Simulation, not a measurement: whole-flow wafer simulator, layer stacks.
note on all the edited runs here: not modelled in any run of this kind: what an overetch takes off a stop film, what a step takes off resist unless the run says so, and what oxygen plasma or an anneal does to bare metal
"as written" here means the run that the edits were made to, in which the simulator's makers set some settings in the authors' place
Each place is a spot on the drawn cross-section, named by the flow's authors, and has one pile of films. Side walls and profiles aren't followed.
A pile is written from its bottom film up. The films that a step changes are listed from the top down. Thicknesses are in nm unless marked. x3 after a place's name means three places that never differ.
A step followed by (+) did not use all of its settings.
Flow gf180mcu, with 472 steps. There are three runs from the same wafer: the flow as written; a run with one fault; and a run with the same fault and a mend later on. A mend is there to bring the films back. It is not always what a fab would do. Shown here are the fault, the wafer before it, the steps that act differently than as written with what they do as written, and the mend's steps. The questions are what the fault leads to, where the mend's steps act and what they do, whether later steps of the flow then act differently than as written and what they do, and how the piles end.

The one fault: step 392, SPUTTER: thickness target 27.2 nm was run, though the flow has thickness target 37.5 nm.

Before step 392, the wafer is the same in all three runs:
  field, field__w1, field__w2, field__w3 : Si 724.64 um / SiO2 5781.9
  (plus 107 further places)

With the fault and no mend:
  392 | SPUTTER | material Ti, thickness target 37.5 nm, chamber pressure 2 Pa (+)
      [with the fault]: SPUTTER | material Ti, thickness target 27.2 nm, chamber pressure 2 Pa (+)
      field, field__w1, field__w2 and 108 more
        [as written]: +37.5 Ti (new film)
        [with the fault]: +27.2 Ti (new film)
  Steps later in the flow that act otherwise than as written (not shown: 1 more step that differs only slightly, by at most 2% or 0.5 nm, whichever is larger):
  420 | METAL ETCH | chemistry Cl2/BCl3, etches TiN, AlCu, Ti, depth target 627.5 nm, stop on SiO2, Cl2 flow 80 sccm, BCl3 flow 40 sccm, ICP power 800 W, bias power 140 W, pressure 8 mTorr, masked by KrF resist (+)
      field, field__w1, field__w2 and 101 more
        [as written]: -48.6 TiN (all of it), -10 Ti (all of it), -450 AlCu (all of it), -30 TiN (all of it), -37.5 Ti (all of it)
        [with the fault]: -48.6 TiN (all of it), -10 Ti (all of it), -450 AlCu (all of it), -30 TiN (all of it), -27.2 Ti (all of it)
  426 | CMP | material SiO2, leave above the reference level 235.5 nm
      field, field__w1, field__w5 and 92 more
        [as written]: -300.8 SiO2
        [with the fault]: -311.1 SiO2
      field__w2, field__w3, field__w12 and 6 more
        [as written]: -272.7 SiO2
        [with the fault]: -283.4 SiO2
  At field__w4, field__w8, contact, m1, m1__w1, mim, mim_1p0, m1_nw, the piles at the end differ from the flow's by more than 2% or 0.5 nm, whichever is larger.
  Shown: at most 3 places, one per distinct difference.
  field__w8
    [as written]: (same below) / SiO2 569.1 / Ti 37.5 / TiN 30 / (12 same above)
    [with the fault]: (same below) / SiO2 569.1 / Ti 27.2 / TiN 30 / (12 same above)
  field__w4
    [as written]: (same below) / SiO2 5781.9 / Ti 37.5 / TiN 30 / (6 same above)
    [with the fault]: (same below) / SiO2 5781.9 / Ti 27.2 / TiN 30 / (6 same above)
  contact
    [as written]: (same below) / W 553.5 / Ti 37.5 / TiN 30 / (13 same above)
    [with the fault]: (same below) / W 553.5 / Ti 27.2 / TiN 30 / (13 same above)

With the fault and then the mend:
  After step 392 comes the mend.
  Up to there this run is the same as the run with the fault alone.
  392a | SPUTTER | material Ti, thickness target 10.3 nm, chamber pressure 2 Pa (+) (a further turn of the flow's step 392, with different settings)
      field, field__w1, field__w2 and 108 more
        +10.3 Ti
  Later steps of the flow that are run all act as written at every place that is followed.
  The piles end the same as the flow's at every place that both follow.
